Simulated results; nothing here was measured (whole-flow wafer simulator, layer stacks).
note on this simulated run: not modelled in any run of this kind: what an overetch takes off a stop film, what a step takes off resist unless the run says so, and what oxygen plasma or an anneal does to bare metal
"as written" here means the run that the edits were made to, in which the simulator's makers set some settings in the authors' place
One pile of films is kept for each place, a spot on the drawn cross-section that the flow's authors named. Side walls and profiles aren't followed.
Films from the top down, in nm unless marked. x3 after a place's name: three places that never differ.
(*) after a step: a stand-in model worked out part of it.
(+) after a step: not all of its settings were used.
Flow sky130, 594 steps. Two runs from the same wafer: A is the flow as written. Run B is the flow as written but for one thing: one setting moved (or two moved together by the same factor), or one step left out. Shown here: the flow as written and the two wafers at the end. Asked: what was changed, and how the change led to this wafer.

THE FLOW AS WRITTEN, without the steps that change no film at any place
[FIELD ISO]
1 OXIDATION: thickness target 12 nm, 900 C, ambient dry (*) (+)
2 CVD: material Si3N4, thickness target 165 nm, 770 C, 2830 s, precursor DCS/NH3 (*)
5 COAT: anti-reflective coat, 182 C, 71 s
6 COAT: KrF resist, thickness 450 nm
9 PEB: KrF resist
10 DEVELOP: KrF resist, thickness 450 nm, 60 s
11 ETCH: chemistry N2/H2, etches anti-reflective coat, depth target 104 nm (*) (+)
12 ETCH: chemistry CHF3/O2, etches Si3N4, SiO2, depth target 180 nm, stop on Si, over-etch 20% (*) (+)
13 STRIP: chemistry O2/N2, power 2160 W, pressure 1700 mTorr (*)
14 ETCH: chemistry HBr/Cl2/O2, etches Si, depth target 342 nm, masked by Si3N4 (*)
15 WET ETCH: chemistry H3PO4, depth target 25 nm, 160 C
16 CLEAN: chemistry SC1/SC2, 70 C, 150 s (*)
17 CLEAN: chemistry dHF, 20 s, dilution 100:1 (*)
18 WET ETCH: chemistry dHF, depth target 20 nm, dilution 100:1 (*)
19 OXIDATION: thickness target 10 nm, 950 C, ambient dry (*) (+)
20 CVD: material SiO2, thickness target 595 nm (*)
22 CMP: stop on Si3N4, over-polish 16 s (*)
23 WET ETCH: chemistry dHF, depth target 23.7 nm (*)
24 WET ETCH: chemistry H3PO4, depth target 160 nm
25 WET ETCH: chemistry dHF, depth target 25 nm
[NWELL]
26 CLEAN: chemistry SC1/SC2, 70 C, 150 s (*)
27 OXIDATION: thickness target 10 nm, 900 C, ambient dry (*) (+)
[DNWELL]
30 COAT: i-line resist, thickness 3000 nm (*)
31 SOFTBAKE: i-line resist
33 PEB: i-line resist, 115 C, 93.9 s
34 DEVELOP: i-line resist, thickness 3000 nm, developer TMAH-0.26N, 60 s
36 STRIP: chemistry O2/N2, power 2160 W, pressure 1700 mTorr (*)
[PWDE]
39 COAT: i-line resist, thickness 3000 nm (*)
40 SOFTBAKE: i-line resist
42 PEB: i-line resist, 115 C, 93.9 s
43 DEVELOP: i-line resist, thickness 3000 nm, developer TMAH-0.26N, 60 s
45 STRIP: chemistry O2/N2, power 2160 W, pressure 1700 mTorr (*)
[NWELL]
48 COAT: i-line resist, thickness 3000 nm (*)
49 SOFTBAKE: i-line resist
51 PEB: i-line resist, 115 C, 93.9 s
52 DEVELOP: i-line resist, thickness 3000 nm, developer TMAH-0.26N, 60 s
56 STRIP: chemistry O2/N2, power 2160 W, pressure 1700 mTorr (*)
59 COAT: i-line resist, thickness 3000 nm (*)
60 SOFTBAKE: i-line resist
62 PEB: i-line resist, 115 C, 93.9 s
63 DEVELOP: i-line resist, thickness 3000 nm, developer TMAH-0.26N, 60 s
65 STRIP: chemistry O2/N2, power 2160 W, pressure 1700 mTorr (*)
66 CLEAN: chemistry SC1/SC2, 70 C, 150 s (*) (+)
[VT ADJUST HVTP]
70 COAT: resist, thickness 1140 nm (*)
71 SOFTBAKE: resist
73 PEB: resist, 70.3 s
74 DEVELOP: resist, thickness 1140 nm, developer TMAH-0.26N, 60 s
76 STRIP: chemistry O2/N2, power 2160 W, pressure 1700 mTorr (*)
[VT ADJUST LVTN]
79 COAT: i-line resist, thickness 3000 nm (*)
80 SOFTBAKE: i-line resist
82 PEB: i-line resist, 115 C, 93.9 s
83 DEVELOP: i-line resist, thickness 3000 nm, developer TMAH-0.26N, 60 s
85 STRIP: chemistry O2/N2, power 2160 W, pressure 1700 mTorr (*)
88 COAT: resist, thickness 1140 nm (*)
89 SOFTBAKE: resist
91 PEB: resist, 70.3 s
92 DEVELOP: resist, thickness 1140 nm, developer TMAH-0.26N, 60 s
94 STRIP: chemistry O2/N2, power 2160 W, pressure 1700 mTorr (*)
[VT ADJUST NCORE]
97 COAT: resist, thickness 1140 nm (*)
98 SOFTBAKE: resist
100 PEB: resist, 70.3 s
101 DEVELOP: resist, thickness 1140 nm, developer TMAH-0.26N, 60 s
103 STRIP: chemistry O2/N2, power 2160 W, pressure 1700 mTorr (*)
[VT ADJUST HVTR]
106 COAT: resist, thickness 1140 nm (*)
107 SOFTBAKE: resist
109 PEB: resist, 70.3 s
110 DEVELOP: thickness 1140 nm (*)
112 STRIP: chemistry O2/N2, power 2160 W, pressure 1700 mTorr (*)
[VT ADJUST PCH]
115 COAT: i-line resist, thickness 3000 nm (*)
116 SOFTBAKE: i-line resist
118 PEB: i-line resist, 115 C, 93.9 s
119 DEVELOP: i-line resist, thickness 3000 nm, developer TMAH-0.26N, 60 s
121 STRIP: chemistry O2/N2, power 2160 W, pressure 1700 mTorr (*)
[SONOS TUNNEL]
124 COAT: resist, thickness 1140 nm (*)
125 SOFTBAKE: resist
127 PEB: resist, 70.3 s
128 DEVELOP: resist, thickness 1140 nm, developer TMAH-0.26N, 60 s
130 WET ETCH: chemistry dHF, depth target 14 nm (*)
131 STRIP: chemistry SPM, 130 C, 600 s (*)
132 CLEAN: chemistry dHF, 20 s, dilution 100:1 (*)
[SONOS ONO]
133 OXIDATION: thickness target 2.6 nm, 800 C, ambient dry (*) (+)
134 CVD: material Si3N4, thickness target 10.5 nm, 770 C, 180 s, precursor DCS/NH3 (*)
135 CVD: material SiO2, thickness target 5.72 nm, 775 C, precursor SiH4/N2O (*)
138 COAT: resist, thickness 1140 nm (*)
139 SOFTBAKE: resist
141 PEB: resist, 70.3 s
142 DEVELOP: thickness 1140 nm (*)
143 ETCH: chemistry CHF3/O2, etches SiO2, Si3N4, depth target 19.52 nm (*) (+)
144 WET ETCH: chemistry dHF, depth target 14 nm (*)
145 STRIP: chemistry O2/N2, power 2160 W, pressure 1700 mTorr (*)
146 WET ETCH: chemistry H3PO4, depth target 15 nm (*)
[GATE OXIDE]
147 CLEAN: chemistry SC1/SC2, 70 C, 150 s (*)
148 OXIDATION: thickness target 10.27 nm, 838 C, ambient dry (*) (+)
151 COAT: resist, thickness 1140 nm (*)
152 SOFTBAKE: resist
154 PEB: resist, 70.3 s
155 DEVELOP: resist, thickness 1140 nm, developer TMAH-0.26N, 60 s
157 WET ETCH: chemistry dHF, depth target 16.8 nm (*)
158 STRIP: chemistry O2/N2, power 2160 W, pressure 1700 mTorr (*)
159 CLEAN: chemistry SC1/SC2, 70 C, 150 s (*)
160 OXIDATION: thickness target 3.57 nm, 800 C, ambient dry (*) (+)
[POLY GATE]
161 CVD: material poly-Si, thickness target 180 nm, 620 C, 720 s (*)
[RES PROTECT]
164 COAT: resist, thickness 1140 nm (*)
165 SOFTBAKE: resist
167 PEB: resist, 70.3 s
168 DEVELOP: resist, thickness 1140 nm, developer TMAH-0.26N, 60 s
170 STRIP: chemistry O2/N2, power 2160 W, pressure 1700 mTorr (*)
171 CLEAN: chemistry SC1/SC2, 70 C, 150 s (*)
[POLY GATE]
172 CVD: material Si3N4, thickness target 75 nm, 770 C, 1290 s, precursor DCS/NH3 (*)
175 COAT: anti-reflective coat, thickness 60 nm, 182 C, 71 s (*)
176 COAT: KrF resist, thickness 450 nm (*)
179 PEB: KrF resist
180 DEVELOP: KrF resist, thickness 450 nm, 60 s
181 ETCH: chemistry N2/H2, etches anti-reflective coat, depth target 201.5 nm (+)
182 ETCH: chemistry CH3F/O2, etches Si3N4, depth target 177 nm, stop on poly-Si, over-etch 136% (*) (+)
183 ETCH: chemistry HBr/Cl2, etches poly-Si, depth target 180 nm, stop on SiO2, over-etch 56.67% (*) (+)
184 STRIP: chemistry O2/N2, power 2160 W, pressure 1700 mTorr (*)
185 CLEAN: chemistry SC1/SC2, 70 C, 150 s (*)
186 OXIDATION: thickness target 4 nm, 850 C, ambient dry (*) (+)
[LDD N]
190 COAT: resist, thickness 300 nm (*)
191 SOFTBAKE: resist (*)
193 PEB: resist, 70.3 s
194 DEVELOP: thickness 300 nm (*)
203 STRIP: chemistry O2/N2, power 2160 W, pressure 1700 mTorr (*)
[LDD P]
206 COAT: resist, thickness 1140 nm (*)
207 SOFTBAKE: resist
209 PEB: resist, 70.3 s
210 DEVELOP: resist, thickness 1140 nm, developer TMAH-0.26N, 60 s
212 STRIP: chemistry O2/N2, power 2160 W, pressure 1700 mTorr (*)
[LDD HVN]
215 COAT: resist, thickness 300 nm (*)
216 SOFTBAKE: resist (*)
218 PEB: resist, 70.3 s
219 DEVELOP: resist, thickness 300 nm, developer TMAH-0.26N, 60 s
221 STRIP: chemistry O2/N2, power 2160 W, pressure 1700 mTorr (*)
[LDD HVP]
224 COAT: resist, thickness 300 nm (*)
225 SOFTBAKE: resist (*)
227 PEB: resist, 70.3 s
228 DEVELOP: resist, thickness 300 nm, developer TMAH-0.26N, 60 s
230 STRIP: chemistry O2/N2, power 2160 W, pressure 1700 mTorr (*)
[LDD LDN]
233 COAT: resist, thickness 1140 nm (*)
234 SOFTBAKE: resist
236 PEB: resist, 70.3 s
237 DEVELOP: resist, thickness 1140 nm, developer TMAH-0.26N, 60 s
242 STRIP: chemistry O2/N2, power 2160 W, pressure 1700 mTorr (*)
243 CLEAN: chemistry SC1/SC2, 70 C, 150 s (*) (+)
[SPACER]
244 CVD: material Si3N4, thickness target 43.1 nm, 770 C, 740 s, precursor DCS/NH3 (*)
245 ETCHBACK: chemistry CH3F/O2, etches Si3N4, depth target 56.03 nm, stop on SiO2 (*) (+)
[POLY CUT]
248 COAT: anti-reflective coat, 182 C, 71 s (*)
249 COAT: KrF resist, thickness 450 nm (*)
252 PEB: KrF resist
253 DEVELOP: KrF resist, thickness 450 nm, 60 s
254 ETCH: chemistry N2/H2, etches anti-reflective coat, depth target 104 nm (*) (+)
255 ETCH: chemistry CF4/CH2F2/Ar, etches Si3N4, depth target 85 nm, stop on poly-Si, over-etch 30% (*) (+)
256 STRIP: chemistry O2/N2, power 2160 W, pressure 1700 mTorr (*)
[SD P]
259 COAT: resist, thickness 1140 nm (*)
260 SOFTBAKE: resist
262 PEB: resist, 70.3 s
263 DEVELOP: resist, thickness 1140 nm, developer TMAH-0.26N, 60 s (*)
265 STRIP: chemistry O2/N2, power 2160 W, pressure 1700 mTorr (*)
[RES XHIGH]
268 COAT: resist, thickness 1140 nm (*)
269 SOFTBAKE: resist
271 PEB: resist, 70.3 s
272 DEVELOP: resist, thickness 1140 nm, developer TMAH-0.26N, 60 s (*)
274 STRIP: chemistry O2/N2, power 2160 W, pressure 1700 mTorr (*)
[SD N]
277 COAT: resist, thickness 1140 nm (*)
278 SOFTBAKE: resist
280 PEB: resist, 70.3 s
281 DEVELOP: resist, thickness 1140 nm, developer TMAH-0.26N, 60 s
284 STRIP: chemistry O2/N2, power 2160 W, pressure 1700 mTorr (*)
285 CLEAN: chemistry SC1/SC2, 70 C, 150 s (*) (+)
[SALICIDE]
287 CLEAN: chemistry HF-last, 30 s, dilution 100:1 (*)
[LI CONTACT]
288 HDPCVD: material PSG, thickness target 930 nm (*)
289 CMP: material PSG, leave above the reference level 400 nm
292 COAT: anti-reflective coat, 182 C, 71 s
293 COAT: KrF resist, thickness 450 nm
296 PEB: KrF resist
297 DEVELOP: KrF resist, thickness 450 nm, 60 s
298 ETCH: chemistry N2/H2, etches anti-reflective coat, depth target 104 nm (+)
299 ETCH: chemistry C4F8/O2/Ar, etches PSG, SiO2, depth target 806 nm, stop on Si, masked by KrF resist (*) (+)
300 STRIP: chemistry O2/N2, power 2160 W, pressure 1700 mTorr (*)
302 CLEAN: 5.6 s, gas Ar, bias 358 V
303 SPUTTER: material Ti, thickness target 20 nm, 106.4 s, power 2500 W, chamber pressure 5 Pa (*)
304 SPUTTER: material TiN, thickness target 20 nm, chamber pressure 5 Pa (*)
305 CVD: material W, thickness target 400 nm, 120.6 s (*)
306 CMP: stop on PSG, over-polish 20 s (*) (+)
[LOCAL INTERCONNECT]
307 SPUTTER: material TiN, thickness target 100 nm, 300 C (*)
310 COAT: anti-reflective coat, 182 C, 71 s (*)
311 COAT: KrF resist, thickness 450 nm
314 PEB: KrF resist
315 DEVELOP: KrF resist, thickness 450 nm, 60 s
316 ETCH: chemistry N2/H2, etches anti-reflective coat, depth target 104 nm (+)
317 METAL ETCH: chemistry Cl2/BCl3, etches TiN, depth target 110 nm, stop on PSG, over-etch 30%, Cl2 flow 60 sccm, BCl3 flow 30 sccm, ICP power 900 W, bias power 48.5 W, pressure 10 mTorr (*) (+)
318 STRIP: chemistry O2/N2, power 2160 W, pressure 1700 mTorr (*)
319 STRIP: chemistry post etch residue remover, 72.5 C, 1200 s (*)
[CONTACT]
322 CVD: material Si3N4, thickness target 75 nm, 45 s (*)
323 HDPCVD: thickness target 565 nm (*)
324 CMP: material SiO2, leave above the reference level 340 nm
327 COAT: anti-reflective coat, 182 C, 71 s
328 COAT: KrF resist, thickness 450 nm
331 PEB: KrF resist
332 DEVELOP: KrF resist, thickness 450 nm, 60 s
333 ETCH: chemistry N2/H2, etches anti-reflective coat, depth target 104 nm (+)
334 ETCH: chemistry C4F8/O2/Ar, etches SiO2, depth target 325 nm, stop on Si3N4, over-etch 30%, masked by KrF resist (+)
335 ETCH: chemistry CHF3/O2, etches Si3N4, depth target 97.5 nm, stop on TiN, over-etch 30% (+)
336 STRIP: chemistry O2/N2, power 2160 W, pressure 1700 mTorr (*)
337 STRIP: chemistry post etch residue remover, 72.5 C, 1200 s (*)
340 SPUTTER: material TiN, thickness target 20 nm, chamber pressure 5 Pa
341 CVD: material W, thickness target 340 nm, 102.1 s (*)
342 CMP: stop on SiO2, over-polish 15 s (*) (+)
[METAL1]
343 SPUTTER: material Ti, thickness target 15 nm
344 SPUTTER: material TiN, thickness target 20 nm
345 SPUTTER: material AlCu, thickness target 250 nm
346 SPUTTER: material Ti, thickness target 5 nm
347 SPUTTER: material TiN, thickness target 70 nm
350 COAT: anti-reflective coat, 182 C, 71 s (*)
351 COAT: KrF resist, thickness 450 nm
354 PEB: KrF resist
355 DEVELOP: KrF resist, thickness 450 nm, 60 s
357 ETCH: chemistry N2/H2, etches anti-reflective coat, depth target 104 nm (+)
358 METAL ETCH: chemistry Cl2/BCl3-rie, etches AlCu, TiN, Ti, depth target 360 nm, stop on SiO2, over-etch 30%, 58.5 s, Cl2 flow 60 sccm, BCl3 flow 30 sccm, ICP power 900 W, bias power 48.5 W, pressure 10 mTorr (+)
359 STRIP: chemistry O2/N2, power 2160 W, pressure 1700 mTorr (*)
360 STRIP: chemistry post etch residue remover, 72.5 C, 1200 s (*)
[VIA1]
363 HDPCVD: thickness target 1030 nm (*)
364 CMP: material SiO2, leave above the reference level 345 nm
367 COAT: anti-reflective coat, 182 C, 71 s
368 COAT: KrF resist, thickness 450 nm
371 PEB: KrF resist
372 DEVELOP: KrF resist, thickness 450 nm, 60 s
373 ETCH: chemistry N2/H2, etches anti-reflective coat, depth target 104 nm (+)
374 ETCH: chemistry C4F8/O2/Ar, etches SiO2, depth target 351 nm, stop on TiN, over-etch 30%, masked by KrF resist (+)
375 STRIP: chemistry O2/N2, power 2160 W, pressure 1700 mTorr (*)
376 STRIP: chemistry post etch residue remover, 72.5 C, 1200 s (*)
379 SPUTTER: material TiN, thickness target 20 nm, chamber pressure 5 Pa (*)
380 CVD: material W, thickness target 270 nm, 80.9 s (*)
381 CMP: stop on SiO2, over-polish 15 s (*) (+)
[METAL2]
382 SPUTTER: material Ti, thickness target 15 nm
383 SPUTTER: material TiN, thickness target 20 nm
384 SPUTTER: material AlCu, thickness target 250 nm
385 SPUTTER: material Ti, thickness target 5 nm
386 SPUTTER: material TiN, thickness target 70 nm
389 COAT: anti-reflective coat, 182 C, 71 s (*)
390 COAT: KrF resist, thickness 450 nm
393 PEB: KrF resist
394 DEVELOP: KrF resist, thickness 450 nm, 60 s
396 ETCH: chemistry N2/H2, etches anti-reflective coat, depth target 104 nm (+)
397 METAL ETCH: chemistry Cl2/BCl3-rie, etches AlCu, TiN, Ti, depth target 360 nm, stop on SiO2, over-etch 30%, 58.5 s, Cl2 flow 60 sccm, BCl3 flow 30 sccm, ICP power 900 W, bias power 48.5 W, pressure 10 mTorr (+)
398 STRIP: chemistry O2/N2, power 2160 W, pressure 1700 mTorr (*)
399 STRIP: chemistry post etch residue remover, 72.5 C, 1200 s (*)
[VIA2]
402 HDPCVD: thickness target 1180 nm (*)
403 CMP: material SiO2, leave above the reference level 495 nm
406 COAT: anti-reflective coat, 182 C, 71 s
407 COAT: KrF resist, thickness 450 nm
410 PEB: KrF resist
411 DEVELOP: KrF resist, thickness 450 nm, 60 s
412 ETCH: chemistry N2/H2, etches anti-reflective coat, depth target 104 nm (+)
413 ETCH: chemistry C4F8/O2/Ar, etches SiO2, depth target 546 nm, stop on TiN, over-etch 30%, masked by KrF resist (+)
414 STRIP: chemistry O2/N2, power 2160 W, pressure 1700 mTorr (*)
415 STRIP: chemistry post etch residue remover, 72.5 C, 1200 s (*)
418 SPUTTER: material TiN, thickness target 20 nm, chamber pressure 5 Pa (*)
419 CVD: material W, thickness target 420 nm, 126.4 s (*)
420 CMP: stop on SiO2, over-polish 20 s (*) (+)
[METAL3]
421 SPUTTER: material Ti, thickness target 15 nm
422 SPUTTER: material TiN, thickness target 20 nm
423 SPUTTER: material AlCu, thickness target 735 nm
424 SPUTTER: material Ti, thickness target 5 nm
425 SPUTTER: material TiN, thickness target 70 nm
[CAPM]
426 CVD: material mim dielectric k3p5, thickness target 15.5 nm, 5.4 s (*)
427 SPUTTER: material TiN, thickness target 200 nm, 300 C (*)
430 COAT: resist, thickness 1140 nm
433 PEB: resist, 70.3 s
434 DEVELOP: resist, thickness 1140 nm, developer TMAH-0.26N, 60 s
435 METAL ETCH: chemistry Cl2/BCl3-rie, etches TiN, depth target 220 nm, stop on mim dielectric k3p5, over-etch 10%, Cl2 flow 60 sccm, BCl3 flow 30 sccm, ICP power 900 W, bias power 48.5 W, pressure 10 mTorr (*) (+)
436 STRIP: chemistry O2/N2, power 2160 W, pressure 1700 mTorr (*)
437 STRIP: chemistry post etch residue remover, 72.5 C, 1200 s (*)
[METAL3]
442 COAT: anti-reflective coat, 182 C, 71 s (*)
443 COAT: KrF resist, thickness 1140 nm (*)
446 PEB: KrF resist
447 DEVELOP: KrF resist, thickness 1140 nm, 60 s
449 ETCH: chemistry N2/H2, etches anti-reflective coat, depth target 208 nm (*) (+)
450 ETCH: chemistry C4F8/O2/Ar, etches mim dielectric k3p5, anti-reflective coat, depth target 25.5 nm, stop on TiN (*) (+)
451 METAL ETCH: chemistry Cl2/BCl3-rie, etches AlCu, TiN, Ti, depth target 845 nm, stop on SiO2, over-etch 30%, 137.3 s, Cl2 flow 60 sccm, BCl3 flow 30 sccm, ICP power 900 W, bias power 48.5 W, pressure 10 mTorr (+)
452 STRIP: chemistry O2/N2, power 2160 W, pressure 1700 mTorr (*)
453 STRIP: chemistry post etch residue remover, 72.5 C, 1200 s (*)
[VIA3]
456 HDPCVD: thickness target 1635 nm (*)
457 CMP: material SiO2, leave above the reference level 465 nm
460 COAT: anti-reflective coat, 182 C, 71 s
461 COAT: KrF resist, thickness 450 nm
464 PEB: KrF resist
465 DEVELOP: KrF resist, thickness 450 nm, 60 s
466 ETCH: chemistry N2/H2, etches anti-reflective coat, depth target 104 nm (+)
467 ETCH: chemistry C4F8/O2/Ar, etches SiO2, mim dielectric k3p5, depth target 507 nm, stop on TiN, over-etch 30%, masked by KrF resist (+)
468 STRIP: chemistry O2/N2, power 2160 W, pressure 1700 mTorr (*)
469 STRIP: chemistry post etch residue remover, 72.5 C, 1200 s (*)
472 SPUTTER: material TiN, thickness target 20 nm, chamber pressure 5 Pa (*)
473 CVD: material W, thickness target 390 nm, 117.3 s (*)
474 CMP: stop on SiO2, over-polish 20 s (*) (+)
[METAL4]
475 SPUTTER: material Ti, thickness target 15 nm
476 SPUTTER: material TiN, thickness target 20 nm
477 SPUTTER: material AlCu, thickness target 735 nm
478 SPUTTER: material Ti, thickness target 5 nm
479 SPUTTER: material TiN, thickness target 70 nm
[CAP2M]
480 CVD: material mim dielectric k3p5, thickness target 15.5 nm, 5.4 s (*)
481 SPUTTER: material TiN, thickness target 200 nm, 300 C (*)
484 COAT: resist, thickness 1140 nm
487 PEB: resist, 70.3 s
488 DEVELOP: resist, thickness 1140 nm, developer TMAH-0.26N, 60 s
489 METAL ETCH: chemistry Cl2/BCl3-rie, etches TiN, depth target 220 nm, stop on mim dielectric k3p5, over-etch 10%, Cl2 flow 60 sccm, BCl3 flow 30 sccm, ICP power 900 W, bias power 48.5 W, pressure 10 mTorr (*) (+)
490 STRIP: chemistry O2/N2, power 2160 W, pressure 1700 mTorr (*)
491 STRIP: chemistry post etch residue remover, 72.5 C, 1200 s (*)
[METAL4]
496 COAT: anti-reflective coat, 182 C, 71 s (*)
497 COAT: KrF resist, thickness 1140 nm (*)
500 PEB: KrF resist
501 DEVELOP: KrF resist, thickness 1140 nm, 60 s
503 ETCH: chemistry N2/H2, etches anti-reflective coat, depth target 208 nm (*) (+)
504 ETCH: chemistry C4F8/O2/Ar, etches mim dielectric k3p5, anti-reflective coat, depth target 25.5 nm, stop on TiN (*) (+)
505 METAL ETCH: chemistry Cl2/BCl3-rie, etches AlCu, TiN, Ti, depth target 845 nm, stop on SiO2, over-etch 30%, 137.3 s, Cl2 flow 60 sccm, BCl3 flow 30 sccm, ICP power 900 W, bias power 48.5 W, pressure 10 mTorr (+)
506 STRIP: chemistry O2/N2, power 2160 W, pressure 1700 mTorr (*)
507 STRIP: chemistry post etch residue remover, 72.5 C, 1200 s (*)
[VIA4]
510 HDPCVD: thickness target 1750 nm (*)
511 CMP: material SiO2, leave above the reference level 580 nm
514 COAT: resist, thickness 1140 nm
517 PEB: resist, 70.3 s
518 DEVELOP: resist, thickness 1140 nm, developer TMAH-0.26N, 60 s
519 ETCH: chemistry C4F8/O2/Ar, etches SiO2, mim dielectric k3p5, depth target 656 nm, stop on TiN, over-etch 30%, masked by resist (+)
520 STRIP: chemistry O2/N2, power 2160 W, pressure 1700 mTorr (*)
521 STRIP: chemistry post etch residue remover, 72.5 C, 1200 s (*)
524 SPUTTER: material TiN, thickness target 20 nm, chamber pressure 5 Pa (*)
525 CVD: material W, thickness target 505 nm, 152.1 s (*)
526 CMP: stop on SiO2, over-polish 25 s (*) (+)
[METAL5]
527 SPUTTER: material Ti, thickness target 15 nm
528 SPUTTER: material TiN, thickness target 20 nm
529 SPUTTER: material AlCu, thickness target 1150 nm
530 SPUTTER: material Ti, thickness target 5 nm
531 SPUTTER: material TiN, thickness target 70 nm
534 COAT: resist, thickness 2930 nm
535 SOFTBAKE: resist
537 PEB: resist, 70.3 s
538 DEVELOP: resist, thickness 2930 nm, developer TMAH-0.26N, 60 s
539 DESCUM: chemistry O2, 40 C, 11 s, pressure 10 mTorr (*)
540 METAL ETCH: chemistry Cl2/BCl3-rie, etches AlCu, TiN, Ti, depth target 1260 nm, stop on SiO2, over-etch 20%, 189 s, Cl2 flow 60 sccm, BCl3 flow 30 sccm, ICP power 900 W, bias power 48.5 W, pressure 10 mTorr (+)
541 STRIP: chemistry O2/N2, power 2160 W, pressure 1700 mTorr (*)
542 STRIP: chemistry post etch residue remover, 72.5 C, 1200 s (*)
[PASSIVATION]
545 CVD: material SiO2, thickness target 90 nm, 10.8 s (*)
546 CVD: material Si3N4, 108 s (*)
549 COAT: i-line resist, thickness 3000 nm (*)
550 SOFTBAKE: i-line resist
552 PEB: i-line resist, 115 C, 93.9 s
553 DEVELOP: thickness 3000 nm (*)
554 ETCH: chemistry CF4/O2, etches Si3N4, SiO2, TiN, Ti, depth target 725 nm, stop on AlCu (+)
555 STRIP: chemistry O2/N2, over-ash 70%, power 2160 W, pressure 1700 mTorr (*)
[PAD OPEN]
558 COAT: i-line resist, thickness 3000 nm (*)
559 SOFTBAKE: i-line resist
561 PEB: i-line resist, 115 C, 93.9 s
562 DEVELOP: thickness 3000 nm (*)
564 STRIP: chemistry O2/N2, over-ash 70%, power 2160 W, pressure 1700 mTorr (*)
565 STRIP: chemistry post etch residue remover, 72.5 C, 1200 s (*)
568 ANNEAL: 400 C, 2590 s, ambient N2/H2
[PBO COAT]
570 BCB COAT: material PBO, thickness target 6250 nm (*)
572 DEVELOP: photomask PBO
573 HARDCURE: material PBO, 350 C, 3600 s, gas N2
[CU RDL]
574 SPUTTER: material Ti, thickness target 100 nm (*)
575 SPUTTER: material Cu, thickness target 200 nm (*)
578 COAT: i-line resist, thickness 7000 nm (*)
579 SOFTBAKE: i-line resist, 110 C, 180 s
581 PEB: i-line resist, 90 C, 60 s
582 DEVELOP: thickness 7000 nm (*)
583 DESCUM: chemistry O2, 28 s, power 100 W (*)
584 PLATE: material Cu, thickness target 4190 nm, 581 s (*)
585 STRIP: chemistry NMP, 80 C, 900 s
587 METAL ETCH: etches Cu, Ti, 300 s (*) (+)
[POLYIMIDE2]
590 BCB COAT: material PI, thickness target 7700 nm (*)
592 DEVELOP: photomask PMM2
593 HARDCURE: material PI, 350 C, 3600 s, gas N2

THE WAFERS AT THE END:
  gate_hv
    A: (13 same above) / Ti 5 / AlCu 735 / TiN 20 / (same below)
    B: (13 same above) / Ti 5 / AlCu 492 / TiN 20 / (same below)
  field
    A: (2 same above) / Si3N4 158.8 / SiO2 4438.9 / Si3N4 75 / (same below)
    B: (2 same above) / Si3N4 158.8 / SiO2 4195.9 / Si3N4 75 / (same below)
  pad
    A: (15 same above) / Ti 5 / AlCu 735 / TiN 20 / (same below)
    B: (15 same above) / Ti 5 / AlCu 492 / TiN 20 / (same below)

The cause: step 423, SPUTTER: thickness target 492 nm was run, where the flow has thickness target 735 nm.
It can be read off the wafer: gate_hv has AlCu 492, and step 423 as written asks for 735 nm.

How the change led to this, step by step:
  423 SPUTTER: material AlCu, thickness target 735 nm
      field, active, n_well and 188 more: A AlCu +735 (new film) | B AlCu +492 (new film)
  451 METAL ETCH: chemistry Cl2/BCl3-rie, etches AlCu, TiN, Ti, depth target 845 nm, stop on SiO2, over-etch 30%, 137.3 s, Cl2 flow 60 sccm, BCl3 flow 30 sccm, ICP power 900 W, bias power 48.5 W, pressure 10 mTorr (+)
      field, gate, spacer and 61 more: A TiN -70 (all of it), Ti -5 (all of it), AlCu -735 (all of it), TiN -20 (all of it), Ti -15 (all of it), SiO2 -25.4 | B TiN -70 (all of it), Ti -5 (all of it), AlCu -492 (all of it), TiN -20 (all of it), Ti -15 (all of it), SiO2 -49.6
      vpp_ln, vpp_iso2, ndiff_ln, ndiff_cd, via1_hole, via1_enc, via_li1, m2_ln_cd: A TiN -70 (all of it), Ti -5 (all of it), AlCu -735 (all of it), TiN -20 (all of it), Ti -15 (all of it), SiO2 -25.3 | B TiN -70 (all of it), Ti -5 (all of it), AlCu -492 (all of it), TiN -20 (all of it), Ti -15 (all of it), SiO2 -49.6
      (and at 13 more places)
  457 CMP: material SiO2, leave above the reference level 465 nm
      field, active, gate and 82 more: A SiO2 -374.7 | B SiO2 -593.3
